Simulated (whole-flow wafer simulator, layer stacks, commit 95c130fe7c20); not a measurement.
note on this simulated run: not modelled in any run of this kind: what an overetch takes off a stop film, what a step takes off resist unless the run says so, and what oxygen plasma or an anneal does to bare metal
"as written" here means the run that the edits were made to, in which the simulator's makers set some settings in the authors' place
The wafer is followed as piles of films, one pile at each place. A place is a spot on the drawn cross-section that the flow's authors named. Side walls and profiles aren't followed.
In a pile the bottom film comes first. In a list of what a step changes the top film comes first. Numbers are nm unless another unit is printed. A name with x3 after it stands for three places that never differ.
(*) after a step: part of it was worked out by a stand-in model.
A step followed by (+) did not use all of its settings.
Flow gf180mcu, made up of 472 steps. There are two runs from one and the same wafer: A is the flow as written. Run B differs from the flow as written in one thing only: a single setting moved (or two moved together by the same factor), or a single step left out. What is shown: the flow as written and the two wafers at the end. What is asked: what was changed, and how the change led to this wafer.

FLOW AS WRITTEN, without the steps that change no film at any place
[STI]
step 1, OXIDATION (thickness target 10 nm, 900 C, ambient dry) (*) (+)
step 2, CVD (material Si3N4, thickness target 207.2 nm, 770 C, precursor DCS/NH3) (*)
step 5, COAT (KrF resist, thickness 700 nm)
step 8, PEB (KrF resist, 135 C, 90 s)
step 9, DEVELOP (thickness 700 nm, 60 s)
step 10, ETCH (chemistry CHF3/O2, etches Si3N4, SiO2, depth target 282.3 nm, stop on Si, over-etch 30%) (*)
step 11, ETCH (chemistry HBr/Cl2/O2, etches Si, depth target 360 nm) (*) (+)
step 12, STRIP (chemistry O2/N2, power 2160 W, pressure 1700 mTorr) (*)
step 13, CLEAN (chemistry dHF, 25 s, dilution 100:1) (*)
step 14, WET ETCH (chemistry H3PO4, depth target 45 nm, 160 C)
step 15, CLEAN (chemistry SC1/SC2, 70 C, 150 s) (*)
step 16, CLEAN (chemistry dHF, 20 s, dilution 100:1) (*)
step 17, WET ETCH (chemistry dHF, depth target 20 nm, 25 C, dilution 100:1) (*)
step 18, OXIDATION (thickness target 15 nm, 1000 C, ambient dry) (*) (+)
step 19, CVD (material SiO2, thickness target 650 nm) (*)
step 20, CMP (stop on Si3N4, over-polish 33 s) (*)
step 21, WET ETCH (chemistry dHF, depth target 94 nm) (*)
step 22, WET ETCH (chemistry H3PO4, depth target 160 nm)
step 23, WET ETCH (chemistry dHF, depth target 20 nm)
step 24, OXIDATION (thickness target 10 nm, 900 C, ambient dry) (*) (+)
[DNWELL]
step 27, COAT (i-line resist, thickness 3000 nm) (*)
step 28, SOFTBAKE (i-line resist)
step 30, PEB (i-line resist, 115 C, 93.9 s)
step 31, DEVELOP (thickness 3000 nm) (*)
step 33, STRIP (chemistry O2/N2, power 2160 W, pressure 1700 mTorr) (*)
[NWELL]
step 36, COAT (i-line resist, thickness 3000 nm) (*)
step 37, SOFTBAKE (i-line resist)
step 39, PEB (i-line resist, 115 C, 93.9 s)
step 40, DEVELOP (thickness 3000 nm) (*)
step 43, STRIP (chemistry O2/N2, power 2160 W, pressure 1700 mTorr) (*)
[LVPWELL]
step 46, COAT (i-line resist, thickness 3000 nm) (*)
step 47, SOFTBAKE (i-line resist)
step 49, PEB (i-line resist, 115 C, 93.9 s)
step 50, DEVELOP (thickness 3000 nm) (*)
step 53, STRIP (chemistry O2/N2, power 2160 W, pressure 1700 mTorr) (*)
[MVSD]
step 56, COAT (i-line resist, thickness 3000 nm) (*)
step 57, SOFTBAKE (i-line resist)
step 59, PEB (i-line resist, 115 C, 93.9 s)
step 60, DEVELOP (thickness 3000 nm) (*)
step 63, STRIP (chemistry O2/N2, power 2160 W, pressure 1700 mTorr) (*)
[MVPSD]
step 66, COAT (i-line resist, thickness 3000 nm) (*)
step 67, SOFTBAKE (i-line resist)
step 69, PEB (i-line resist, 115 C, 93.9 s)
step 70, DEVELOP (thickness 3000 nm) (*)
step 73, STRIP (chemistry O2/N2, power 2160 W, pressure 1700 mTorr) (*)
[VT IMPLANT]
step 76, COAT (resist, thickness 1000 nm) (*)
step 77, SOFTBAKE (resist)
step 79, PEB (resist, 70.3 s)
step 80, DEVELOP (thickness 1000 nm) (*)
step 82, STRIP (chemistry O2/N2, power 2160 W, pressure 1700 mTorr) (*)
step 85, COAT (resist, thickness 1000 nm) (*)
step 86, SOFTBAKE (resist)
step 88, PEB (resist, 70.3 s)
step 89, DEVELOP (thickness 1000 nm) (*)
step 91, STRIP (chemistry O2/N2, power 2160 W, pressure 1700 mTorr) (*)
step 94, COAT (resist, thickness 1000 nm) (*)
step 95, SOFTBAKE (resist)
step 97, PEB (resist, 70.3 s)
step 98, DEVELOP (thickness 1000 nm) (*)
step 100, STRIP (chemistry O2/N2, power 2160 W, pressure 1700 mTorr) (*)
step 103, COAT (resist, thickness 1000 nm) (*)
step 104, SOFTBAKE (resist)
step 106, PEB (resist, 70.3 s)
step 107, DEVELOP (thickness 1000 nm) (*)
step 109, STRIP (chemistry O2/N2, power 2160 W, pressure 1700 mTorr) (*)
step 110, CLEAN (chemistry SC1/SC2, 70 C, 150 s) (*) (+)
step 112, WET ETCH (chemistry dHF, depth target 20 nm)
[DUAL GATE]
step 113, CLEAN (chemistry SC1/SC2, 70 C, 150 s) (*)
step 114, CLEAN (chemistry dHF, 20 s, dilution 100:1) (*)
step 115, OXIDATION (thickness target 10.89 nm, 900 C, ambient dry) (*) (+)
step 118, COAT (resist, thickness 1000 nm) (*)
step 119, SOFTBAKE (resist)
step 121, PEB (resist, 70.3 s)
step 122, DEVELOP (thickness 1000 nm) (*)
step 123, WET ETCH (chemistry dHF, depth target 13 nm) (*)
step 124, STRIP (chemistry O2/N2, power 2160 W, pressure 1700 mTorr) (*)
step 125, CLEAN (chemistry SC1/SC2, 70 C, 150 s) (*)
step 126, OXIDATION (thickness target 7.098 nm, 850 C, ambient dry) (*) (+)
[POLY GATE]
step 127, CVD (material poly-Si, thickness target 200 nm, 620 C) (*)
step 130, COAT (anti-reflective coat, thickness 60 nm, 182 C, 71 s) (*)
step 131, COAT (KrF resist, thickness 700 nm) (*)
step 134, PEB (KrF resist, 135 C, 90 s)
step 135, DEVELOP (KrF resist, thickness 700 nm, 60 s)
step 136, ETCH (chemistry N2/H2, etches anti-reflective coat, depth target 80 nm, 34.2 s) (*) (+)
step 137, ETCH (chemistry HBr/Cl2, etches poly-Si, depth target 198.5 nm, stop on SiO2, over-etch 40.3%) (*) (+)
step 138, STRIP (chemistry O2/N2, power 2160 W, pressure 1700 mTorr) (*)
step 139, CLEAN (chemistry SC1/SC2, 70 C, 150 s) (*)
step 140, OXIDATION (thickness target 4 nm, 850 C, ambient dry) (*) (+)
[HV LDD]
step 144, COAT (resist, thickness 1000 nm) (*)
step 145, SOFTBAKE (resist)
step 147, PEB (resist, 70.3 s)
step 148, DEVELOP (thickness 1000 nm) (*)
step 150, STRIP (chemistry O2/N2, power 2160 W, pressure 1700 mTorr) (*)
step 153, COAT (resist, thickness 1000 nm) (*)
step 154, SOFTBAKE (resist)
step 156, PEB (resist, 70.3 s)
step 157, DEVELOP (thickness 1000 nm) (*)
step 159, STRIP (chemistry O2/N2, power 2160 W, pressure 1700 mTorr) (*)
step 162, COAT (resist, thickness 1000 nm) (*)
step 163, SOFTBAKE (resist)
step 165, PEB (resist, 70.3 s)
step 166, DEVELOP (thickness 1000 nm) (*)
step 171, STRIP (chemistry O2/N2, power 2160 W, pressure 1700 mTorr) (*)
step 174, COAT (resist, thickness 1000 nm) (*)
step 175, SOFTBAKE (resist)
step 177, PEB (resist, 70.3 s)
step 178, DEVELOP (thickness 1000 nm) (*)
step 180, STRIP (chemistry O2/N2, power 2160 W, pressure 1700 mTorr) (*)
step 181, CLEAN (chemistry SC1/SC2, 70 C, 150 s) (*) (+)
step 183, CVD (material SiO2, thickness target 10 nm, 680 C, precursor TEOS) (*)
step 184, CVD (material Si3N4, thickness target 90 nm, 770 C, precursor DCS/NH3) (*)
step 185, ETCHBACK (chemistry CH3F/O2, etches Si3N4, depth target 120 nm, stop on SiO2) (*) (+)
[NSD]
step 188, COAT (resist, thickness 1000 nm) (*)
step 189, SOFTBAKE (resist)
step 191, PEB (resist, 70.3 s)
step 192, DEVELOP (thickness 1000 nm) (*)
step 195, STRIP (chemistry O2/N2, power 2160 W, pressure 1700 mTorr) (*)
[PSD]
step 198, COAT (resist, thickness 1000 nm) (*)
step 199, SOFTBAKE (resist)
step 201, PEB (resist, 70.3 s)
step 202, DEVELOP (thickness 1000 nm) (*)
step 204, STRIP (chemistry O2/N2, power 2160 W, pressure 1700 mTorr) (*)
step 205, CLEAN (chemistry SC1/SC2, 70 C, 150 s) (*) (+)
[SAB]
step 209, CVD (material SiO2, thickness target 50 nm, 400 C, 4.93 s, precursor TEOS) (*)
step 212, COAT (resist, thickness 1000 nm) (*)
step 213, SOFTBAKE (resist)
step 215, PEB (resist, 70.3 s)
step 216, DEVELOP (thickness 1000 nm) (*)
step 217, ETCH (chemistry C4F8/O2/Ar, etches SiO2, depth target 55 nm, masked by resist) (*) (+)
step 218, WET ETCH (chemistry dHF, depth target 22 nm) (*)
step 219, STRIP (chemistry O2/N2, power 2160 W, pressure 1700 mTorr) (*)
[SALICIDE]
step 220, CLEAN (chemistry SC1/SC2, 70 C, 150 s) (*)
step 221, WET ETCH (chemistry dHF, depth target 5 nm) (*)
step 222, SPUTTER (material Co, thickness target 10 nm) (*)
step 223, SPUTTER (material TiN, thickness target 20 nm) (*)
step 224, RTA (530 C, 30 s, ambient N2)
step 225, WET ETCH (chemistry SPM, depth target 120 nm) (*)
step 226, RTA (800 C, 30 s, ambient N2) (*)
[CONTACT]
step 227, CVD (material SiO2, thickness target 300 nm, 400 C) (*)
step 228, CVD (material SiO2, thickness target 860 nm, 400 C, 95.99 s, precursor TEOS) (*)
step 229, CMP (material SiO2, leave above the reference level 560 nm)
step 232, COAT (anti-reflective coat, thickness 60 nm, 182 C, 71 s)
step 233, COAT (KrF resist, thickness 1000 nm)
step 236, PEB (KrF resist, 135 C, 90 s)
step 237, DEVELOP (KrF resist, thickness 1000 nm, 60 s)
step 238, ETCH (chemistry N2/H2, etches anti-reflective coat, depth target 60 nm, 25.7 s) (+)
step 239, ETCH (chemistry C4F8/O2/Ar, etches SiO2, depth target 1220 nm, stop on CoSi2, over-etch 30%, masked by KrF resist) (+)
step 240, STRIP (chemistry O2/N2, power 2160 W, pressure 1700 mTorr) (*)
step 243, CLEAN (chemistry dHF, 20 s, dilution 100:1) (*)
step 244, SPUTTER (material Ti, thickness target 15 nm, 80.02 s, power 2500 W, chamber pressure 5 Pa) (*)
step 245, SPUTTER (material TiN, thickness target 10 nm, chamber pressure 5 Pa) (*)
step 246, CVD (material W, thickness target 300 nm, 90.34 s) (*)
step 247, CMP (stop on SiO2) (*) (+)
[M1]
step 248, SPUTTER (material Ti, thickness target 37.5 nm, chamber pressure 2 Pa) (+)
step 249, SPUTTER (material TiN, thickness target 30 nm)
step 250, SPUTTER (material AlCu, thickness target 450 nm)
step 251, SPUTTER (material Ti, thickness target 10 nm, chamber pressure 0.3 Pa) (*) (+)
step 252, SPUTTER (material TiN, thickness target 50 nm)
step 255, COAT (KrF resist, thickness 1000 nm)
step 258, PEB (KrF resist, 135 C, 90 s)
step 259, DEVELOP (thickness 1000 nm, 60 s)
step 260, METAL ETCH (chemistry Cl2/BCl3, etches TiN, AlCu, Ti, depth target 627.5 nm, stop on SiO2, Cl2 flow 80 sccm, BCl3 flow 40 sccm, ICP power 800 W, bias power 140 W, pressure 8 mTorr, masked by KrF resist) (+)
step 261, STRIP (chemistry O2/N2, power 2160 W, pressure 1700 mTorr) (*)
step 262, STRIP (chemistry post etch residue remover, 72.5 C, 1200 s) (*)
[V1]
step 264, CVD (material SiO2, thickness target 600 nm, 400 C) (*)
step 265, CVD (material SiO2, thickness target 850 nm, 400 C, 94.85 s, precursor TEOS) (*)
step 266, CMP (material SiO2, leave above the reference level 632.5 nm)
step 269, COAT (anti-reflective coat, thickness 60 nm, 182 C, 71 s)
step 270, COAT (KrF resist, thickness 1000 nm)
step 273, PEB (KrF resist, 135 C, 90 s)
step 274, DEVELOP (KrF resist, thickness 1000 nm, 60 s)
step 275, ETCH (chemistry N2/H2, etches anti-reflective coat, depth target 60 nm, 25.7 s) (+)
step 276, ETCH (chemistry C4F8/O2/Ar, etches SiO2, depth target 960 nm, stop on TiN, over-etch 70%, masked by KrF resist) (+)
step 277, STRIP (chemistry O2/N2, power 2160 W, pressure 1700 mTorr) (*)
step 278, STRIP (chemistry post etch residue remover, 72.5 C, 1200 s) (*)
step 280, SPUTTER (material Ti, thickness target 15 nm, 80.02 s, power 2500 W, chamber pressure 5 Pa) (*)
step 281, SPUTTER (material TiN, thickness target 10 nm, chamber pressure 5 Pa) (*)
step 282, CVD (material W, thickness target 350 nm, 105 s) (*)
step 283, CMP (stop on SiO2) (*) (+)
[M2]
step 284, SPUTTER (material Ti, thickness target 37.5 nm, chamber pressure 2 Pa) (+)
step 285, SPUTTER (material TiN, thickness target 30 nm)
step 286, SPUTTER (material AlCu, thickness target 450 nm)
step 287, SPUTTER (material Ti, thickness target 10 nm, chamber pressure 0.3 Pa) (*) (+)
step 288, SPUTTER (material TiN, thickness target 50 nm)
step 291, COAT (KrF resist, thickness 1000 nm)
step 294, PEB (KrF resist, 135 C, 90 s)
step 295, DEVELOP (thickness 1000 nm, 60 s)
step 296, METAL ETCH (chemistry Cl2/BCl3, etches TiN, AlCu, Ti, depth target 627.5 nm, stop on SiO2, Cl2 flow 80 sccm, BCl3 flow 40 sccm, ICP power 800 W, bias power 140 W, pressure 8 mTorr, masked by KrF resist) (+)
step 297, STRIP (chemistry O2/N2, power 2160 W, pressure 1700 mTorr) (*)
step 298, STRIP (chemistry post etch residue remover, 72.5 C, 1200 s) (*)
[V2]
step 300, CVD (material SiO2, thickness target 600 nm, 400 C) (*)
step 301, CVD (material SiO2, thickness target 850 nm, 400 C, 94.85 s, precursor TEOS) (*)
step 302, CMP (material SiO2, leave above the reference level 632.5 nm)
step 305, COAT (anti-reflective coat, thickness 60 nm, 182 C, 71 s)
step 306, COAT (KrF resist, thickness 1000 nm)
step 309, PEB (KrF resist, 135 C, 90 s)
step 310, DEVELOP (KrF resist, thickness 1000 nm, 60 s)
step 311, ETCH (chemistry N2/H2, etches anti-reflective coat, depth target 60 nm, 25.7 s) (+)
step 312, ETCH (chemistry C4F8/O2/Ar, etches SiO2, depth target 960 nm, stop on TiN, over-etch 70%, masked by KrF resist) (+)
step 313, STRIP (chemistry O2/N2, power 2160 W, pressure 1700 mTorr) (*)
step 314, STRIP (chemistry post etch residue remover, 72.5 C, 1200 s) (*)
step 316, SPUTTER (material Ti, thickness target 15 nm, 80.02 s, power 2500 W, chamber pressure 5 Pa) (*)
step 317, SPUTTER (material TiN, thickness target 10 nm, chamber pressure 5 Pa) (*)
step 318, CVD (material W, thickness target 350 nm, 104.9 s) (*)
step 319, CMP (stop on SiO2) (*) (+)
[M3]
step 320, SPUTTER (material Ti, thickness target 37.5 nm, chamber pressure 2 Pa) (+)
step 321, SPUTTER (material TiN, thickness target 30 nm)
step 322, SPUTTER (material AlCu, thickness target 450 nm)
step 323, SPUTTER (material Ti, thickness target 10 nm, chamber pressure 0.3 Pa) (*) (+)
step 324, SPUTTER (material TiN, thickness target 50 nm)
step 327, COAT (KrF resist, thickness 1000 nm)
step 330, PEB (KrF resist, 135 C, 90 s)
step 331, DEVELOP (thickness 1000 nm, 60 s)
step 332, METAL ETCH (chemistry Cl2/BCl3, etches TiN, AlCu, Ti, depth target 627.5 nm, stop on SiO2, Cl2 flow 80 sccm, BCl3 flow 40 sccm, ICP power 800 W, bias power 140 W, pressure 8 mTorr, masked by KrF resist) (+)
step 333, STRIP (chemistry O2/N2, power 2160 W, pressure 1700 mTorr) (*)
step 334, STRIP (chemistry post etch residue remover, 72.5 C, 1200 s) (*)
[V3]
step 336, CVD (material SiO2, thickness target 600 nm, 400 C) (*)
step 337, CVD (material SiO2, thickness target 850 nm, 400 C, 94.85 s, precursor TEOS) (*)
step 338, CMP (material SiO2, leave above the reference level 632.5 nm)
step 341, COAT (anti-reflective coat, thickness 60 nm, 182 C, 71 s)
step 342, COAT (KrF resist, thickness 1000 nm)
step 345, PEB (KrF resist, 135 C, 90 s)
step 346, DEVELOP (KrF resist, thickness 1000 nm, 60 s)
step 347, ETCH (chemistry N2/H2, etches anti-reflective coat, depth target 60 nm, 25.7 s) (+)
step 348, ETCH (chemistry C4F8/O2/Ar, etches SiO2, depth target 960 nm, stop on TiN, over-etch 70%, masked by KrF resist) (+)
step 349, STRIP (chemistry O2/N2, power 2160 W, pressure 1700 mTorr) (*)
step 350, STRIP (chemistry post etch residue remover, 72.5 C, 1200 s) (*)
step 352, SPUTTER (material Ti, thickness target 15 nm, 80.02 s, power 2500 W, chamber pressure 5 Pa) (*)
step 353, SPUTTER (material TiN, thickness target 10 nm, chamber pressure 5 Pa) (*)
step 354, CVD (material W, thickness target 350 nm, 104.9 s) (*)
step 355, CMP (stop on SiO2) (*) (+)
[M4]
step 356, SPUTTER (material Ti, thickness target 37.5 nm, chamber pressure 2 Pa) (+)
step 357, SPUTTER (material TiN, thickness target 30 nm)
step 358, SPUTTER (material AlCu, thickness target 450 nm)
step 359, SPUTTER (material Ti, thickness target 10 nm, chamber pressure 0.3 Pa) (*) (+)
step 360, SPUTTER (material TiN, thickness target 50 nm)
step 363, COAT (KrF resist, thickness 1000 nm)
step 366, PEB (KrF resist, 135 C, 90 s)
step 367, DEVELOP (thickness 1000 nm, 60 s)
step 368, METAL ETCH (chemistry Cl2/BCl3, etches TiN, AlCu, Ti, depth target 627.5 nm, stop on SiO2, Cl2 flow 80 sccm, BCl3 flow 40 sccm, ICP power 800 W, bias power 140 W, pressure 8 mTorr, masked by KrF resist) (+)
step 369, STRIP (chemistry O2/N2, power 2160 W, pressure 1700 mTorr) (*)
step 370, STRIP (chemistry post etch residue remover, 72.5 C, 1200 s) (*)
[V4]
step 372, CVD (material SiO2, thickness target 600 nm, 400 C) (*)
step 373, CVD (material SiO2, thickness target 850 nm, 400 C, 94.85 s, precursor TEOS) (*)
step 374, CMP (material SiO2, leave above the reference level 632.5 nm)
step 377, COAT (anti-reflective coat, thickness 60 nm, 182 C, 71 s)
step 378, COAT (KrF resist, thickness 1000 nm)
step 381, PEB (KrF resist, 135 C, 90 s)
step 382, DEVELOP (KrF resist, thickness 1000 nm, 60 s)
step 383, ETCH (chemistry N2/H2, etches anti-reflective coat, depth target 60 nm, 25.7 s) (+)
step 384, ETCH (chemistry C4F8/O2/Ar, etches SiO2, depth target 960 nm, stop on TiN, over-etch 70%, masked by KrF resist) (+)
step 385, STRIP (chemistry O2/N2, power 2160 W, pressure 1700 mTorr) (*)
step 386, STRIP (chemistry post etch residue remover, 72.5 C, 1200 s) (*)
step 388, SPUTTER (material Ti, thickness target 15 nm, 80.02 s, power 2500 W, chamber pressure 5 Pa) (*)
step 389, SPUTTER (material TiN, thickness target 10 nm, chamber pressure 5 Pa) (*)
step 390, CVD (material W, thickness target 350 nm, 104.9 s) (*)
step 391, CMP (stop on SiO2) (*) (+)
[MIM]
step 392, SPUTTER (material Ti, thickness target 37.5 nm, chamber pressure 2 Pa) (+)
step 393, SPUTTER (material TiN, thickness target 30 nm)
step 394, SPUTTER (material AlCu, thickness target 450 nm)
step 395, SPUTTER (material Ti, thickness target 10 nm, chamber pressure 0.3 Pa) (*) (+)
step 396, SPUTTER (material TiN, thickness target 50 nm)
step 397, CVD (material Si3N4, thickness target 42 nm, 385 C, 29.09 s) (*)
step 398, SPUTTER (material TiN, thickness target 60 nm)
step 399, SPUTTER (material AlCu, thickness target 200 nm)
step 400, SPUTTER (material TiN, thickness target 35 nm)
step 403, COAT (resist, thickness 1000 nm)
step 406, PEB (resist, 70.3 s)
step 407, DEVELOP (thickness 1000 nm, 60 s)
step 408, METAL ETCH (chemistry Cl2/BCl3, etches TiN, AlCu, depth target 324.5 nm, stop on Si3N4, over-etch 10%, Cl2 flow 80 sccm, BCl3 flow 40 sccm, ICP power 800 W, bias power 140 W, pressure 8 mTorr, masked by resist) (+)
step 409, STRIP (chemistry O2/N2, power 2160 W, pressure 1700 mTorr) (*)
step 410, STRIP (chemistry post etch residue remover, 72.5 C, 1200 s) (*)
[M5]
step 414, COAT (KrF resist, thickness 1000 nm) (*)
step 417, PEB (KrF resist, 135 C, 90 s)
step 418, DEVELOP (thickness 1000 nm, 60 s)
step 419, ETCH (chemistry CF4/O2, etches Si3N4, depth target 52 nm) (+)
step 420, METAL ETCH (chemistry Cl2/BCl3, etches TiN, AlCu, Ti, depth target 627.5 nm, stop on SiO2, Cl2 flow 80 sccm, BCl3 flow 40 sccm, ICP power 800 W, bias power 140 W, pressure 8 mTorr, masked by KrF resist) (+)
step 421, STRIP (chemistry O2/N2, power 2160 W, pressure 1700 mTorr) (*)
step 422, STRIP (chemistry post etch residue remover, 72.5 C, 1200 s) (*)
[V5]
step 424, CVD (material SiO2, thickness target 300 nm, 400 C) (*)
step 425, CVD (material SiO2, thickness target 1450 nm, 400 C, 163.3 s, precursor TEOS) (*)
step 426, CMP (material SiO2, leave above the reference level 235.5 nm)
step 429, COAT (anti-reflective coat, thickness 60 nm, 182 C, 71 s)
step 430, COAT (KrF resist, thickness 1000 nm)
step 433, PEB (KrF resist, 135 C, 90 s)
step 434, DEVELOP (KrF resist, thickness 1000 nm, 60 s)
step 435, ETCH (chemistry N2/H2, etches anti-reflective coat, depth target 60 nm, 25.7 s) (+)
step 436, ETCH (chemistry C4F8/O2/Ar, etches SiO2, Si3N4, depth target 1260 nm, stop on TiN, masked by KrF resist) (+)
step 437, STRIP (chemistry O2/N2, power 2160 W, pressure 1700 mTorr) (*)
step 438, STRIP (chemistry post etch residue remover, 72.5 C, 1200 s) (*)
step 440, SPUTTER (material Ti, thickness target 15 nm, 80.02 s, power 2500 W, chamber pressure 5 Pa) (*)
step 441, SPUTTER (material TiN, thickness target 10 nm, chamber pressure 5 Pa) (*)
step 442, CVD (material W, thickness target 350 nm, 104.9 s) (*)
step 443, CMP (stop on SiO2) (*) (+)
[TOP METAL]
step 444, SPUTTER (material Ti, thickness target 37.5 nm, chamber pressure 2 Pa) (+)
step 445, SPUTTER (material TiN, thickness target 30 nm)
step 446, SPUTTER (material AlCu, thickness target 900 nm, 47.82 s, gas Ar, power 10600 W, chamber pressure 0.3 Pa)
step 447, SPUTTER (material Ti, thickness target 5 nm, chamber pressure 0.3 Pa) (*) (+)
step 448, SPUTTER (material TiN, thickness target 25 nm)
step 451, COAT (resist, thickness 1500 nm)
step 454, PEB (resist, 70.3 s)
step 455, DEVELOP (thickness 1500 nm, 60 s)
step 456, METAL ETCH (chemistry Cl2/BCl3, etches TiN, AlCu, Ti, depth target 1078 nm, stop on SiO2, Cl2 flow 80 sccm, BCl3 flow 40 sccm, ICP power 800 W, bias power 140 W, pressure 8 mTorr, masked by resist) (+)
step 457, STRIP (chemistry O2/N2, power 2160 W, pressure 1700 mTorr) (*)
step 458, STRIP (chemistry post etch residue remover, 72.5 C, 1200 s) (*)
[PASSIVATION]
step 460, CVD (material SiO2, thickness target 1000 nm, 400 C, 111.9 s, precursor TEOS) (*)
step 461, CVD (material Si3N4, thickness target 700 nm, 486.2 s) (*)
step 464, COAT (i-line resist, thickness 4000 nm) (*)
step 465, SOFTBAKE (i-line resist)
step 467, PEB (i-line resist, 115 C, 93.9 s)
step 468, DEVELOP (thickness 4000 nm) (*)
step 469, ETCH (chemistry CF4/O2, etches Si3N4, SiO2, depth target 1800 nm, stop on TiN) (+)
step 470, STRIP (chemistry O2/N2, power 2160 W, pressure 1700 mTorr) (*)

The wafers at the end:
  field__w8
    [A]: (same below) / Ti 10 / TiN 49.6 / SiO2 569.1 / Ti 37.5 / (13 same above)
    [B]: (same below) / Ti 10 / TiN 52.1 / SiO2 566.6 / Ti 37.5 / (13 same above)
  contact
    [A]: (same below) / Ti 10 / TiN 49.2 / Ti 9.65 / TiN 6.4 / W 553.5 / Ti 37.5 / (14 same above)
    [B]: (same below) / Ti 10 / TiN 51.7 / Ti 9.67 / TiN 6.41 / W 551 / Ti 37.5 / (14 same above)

What caused this: step 360, SPUTTER: thickness target 52.5 nm was run, though the flow has thickness target 50 nm.

The path from the change to this, step by step:
  step 360, SPUTTER (material TiN, thickness target 50 nm)
      field, field__w1, field__w2 and 108 more: A +50 TiN (new film) | B +52.5 TiN (new film)
  step 368, METAL ETCH (chemistry Cl2/BCl3, etches TiN, AlCu, Ti, depth target 627.5 nm, stop on SiO2, Cl2 flow 80 sccm, BCl3 flow 40 sccm, ICP power 800 W, bias power 140 W, pressure 8 mTorr, masked by KrF resist) (+)
      field, field__w1, field__w2 and 103 more: A -50 TiN (all of it), -10 Ti (all of it), -450 AlCu (all of it), -30 TiN (all of it), -37.5 Ti (all of it) | B -52.5 TiN (all of it), -10 Ti (all of it), -450 AlCu (all of it), -30 TiN (all of it), -37.5 Ti (all of it)
